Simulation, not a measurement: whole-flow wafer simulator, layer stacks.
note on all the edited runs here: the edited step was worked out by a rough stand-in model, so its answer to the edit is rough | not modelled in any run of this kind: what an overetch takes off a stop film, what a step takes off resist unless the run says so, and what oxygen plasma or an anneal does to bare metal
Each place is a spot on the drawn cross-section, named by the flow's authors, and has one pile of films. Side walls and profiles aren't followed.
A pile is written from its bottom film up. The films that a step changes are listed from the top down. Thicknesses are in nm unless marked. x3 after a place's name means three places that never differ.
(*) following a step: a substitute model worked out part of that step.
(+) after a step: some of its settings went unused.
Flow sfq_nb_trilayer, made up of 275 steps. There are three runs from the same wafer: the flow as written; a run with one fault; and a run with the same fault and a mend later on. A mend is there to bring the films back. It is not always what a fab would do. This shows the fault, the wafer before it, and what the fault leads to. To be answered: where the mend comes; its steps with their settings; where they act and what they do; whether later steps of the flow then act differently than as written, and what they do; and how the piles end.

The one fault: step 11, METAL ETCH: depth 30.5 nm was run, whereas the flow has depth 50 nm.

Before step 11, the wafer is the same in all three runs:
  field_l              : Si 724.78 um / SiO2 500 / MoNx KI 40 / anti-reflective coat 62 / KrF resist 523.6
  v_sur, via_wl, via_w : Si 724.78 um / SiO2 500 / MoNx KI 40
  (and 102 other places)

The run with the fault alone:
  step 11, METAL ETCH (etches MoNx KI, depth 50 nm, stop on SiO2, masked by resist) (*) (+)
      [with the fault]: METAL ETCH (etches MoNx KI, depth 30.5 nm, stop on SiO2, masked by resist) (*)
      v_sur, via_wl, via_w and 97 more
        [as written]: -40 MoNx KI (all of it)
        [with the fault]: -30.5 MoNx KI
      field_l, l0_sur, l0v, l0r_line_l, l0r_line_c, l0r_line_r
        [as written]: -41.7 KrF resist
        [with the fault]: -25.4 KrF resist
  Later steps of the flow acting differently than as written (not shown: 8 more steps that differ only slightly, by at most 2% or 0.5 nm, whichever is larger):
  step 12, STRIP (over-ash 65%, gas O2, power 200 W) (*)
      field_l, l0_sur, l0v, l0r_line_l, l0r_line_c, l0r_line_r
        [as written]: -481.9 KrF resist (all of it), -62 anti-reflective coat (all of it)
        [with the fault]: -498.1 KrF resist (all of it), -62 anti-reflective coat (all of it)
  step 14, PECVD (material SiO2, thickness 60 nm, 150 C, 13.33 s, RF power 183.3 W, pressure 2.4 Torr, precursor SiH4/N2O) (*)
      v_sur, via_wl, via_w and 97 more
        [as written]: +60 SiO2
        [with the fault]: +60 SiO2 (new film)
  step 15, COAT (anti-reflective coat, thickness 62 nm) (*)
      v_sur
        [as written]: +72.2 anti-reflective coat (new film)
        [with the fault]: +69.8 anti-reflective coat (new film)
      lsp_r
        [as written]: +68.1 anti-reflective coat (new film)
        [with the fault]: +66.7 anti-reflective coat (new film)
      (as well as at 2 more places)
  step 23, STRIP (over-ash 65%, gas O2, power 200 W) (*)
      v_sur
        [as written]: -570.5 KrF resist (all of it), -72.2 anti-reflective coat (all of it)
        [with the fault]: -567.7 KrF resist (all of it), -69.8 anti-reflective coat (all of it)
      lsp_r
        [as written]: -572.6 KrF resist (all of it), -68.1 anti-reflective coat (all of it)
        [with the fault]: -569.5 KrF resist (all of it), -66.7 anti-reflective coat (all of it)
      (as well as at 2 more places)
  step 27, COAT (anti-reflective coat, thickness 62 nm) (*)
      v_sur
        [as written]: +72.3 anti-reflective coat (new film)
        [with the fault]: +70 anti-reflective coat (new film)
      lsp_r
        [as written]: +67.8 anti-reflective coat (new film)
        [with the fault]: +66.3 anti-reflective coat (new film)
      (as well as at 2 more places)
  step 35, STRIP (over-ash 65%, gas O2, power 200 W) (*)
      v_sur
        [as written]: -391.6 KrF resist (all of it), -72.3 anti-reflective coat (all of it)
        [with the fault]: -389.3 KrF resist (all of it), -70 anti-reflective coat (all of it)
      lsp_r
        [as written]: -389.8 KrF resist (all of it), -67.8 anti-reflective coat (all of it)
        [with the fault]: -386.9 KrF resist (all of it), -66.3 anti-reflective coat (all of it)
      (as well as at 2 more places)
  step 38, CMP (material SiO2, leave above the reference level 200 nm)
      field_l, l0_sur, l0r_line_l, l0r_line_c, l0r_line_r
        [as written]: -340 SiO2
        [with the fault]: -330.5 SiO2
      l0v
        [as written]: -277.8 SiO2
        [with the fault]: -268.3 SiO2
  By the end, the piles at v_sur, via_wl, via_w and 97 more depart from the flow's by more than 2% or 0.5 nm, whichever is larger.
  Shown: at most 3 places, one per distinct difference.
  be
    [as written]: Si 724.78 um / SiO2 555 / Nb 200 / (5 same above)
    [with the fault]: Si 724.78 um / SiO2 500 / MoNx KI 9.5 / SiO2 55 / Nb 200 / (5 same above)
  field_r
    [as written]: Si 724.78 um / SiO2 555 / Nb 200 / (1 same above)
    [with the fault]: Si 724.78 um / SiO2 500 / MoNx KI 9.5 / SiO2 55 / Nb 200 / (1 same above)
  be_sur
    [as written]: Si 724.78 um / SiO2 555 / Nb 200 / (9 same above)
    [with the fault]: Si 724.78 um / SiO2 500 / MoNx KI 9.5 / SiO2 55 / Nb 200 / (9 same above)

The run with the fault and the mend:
  The mend stands after step 11.
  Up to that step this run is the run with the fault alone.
  step 11a, METAL ETCH (etches MoNx KI, depth 19.5 nm, stop on SiO2, masked by resist) (+) (a further turn of the flow's step 11, with different settings)
      v_sur, via_wl, via_w and 97 more
        -9.5 MoNx KI (all of it)
      field_l, l0_sur, l0v, l0r_line_l, l0r_line_c, l0r_line_r
        -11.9 KrF resist
  Every later step of the flow that is run acts as written, at every place that is followed, to within 2% or 0.5 nm, whichever is larger.
  By the end, the piles equal the flow's at every place that both follow.
